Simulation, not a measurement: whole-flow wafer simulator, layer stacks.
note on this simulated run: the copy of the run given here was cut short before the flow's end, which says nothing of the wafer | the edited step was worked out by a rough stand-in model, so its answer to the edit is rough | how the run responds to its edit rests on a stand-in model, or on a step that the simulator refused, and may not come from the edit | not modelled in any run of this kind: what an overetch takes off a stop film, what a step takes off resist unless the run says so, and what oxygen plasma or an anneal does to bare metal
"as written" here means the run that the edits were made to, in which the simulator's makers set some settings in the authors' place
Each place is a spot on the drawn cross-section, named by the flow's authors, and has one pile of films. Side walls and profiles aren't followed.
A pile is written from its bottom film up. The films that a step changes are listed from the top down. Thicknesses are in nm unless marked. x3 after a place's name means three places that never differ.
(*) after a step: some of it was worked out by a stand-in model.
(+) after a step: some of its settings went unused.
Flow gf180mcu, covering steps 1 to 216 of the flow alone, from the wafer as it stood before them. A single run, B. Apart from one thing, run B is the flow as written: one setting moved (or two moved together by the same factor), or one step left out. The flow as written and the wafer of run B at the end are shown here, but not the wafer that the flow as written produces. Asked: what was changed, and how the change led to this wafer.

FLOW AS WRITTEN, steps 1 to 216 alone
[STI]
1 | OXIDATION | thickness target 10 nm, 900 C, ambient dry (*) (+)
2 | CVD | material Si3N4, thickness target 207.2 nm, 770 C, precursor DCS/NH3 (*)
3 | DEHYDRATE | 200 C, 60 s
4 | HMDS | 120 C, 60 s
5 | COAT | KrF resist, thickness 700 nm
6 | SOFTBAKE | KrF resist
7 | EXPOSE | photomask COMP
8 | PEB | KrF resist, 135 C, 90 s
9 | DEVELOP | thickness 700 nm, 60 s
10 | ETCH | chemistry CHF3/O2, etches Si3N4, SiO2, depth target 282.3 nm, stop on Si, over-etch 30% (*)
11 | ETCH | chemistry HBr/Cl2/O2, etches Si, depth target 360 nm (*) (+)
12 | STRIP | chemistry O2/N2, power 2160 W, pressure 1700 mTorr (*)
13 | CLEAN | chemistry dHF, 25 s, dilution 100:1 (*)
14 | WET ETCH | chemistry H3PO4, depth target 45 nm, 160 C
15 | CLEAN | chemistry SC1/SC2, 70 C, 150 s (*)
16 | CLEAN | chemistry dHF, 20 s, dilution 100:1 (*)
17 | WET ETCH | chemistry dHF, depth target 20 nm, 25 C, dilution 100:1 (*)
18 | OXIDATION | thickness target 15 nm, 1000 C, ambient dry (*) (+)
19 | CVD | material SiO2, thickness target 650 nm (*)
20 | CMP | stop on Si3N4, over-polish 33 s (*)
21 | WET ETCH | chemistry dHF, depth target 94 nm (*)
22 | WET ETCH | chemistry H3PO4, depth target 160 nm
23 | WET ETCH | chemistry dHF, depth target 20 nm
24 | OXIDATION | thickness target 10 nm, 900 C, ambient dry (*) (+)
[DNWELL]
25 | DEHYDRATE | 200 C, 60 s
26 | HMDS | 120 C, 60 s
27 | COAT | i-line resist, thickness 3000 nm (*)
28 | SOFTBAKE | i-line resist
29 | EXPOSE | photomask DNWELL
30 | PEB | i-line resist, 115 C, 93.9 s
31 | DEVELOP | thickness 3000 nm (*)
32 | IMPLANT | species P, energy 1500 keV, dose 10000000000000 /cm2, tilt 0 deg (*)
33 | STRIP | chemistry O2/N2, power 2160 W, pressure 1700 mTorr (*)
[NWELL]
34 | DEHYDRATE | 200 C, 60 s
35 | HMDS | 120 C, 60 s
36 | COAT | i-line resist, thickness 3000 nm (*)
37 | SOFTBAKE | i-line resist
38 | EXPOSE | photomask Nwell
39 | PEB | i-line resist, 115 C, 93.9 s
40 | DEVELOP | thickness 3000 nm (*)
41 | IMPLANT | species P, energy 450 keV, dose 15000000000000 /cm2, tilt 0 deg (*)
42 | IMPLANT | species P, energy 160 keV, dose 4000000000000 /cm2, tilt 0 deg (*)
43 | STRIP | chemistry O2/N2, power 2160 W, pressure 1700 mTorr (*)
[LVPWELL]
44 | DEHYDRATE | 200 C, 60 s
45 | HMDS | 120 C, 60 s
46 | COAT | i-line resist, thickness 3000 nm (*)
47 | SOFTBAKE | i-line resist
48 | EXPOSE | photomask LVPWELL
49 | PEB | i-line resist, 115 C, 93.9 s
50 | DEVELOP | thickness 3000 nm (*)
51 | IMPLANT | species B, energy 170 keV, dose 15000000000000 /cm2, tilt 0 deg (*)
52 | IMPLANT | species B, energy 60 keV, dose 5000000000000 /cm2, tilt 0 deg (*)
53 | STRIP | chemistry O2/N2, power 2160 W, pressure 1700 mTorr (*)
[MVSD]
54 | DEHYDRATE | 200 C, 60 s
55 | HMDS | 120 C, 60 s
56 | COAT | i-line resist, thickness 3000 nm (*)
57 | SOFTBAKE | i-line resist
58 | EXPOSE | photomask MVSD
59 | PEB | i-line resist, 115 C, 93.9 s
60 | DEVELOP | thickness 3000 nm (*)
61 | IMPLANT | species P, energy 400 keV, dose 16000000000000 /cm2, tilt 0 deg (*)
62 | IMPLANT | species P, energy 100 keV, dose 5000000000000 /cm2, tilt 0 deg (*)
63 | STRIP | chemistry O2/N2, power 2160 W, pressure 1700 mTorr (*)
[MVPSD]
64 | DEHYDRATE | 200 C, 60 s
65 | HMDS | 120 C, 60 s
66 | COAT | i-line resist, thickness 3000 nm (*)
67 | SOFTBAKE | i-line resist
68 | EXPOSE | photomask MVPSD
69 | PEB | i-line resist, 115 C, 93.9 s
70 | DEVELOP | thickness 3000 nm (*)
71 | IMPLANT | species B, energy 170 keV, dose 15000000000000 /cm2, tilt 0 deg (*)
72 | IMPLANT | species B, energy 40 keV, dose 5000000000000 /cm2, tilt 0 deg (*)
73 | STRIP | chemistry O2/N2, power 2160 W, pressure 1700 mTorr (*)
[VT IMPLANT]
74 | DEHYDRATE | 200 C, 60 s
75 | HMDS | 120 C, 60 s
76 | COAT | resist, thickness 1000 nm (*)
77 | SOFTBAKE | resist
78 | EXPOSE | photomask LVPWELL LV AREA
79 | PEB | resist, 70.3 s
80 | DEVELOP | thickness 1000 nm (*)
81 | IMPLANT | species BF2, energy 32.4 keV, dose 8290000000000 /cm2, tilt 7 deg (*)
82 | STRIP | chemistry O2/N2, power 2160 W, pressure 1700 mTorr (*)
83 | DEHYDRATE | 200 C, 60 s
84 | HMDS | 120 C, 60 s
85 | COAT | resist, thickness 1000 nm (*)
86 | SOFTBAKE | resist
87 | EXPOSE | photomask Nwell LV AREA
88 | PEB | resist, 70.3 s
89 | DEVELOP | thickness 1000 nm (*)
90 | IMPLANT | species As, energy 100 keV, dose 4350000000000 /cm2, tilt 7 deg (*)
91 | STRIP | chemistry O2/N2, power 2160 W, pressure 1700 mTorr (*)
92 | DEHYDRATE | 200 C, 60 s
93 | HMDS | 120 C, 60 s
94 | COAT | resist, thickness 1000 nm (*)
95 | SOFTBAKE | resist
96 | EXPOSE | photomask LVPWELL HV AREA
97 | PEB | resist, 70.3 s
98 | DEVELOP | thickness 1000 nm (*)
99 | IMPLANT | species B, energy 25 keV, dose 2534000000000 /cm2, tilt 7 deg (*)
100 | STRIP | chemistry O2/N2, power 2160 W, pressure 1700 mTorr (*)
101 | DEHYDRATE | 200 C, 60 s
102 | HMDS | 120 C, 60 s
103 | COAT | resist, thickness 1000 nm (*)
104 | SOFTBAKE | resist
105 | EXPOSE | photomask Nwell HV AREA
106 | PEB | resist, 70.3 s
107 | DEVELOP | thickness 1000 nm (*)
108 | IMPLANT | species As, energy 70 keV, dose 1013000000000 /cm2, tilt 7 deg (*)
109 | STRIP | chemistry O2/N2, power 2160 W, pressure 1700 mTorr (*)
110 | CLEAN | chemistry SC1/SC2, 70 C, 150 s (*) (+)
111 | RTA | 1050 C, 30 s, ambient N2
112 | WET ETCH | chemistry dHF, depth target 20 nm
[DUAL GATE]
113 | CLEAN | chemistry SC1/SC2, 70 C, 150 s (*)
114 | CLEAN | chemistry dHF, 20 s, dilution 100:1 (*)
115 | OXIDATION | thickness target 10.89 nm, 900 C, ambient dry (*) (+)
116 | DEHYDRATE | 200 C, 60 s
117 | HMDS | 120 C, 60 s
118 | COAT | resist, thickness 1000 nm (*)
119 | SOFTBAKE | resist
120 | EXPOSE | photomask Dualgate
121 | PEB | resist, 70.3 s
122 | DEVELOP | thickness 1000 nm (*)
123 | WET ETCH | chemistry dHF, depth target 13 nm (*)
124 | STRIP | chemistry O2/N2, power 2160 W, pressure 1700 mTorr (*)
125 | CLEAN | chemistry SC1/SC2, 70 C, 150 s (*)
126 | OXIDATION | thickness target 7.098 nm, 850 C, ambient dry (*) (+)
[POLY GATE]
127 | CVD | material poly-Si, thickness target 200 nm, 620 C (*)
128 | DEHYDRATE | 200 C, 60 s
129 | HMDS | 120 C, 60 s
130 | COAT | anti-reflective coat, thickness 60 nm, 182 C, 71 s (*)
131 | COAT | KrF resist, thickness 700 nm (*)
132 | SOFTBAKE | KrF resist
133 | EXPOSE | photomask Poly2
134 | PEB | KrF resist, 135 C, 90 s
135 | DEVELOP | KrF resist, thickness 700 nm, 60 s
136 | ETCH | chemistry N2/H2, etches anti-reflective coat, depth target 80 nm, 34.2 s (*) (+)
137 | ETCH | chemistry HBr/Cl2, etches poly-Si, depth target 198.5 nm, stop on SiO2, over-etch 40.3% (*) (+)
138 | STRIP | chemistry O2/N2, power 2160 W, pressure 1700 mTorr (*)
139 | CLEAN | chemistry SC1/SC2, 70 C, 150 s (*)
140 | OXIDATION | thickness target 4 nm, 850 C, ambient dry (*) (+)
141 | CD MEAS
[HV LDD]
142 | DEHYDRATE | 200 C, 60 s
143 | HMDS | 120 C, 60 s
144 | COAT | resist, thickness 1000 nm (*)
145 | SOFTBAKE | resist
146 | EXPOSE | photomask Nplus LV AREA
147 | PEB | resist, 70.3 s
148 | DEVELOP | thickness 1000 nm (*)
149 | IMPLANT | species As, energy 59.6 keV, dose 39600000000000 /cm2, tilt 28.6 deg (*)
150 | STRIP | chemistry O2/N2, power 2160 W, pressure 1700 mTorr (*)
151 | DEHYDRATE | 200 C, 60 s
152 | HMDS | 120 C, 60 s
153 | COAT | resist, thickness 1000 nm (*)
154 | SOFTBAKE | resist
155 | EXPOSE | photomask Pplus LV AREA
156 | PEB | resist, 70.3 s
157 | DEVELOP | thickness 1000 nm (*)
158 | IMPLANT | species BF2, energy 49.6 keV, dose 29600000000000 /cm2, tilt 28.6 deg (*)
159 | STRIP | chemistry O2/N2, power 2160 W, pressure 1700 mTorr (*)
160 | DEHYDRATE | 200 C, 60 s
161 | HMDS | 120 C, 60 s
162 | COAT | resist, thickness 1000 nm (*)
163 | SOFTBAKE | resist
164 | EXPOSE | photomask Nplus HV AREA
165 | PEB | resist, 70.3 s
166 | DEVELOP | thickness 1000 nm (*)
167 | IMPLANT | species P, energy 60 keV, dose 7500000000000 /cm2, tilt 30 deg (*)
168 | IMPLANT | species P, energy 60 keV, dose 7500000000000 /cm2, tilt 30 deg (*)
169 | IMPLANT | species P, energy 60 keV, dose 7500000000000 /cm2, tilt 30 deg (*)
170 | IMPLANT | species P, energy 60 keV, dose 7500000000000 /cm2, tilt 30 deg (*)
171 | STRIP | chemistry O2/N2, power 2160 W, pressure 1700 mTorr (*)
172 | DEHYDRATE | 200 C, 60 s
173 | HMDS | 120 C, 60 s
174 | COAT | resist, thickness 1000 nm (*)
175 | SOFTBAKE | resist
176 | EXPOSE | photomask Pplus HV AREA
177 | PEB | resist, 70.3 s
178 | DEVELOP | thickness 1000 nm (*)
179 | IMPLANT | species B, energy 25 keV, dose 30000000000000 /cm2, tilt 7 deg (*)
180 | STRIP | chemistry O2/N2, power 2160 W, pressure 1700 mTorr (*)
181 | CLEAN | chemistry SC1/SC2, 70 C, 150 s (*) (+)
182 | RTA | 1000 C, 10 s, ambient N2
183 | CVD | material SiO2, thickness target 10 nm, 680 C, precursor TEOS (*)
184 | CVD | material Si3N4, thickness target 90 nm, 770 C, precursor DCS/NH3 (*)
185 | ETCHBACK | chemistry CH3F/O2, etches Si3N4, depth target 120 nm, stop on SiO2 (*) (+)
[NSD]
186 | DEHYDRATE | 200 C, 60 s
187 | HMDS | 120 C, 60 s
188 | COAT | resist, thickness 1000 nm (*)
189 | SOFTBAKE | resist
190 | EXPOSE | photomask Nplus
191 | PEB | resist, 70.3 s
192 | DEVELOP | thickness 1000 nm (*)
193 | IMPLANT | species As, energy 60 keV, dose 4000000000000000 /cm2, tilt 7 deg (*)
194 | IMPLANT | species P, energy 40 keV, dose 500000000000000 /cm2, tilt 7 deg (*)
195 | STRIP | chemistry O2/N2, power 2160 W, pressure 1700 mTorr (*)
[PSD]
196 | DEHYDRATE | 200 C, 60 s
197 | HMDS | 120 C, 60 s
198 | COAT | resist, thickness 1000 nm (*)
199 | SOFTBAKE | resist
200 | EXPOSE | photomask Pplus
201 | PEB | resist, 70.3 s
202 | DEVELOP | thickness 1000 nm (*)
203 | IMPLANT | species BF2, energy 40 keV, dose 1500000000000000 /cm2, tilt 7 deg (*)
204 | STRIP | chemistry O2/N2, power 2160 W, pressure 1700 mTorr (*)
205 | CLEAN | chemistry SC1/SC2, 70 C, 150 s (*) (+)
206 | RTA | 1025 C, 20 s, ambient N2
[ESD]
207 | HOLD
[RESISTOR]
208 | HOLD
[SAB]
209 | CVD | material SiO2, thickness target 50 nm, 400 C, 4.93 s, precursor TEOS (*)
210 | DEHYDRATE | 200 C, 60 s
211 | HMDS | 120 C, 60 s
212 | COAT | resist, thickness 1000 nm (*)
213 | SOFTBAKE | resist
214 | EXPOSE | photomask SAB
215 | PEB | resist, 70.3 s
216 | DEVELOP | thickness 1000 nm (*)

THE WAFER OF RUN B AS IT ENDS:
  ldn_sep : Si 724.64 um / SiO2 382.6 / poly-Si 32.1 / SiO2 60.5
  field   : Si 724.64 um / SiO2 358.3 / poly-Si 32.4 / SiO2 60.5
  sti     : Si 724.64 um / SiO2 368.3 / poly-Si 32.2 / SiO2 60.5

What caused this: step 127, CVD: thickness target 314 nm was run, while the flow as written has thickness target 200 nm.

Step by step, how the change led to this:
  127 | CVD | material poly-Si, thickness target 200 nm, 620 C (*)
      field, field__w1, field__w2 and 87 more: +314 poly-Si (new film) (in the flow as written it would be: +200 poly-Si (new film))
      ldn_drn, ldp_drn: +314.6 poly-Si (new film) (in the flow as written it would be: +200 poly-Si (new film))
  137 | ETCH | chemistry HBr/Cl2, etches poly-Si, depth target 198.5 nm, stop on SiO2, over-etch 40.3% (*) (+)
      field__w3, field__w12, field_sub and 14 more: -278.5 poly-Si (in the flow as written it would be: -199 poly-Si (all of it), -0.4 SiO2)
      field__w6, sti, m1 and 11 more: -278.5 poly-Si (in the flow as written it would be: -198.8 poly-Si (all of it), -0.4 SiO2)
      (also at 33 further places)
  138 | STRIP | chemistry O2/N2, power 2160 W, pressure 1700 mTorr (*)
      field, field__w1, field__w2 and 61 more: +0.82 chemical SiO2 (new film), -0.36 poly-Si (in the flow as written it would be: nothing)
  139 | CLEAN | chemistry SC1/SC2, 70 C, 150 s (*)
      field, field__w1, field__w2 and 34 more: -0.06 chemical SiO2, -0.27 poly-Si (in the flow as written it would be: -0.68 SiO2)
  140 | OXIDATION | thickness target 4 nm, 850 C, ambient dry (*) (+)
      field, field__w1, field__w2 and 21 more: +4 SiO2 (new film), -0.76 chemical SiO2 (all of it), -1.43 poly-Si (in the flow as written it would be: +0.15 SiO2, -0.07 Si)
      active_hv, active_nat, ld_sd_n and 11 more: +4 SiO2 (new film), -0.76 chemical SiO2 (all of it), -1.43 poly-Si (in the flow as written it would be: +0.96 SiO2, -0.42 Si)
      (also at 26 further places)
  144 | COAT | resist, thickness 1000 nm (*)
      polyc_n, polyc_p: +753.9 resist (new film) (in the flow as written it would be: +817.8 resist (new film))
      field_sub__w4: +1070.5 resist (new film) (in the flow as written it would be: +1047.7 resist (new film))
      (also at 30 further places)
  145 | SOFTBAKE | resist
      active_hv: -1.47 resist (in the flow as written it would be: +0.44 resist)
      nw_enc_fld_lv__w3: -1.65 resist (in the flow as written it would be: +2.63 resist)
      (also at 73 further places)
  147 | PEB | resist, 70.3 s
      polyc_n, polyc_n_rim, polyc_p, polyc_p_rim: -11 resist (in the flow as written it would be: -12.2 resist)
      ldn_ch, ldn_acc, ldp_ch, ldp_acc: -11.9 resist (in the flow as written it would be: -13 resist)
      (also at 27 further places)
  148 | DEVELOP | thickness 1000 nm (*)
      gate: -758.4 resist (all of it) (in the flow as written it would be: -822.7 resist (all of it))
      npoly_u: -759.2 resist (all of it) (in the flow as written it would be: -821.5 resist (all of it))
      (also at 3 further places)
  150 | STRIP | chemistry O2/N2, power 2160 W, pressure 1700 mTorr (*)
      field_sub__w4: -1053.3 resist (all of it) (in the flow as written it would be: -1030.9 resist (all of it))
      gate_hv: -763.6 resist (all of it) (in the flow as written it would be: -824.2 resist (all of it))
      (also at 25 further places)
  153 | COAT | resist, thickness 1000 nm (*)
      polyc_n, polyc_p: +753.9 resist (new film) (in the flow as written it would be: +817.8 resist (new film))
      field_sub__w4: +1070.5 resist (new film) (in the flow as written it would be: +1047.7 resist (new film))
      (also at 30 further places)
  154 | SOFTBAKE | resist
      active_hv: -1.47 resist (in the flow as written it would be: +0.44 resist)
      nw_enc_fld_lv__w3: -1.65 resist (in the flow as written it would be: +2.63 resist)
      (also at 73 further places)
  156 | PEB | resist, 70.3 s
      polyc_n, polyc_n_rim, polyc_p, polyc_p_rim: -11 resist (in the flow as written it would be: -12.2 resist)
      ldn_ch, ldn_acc, ldp_ch, ldp_acc: -11.9 resist (in the flow as written it would be: -13 resist)
      (also at 27 further places)
  157 | DEVELOP | thickness 1000 nm (*)
      gate_p: -765.8 resist (all of it) (in the flow as written it would be: -828.7 resist (all of it))
      ppoly_u: -767 resist (all of it) (in the flow as written it would be: -827 resist (all of it))
      (also at 3 further places)
  159 | STRIP | chemistry O2/N2, power 2160 W, pressure 1700 mTorr (*)
      field_sub__w4: -1053.3 resist (all of it) (in the flow as written it would be: -1030.9 resist (all of it))
      gate: -758.4 resist (all of it) (in the flow as written it would be: -822.7 resist (all of it))
      (also at 25 further places)
  162 | COAT | resist, thickness 1000 nm (*)
      polyc_n, polyc_p: +753.9 resist (new film) (in the flow as written it would be: +817.8 resist (new film))
      field_sub__w4: +1070.5 resist (new film) (in the flow as written it would be: +1047.7 resist (new film))
      (also at 30 further places)
  ... 23 other steps ...
  216 | DEVELOP | thickness 1000 nm (*)
      field__w3, field__w12: -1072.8 resist (all of it) (in the flow as written it would be: -1049.4 resist (all of it))
      field__w2: -1059 resist (all of it) (in the flow as written it would be: -1035.2 resist (all of it))
      (also at 43 further places)
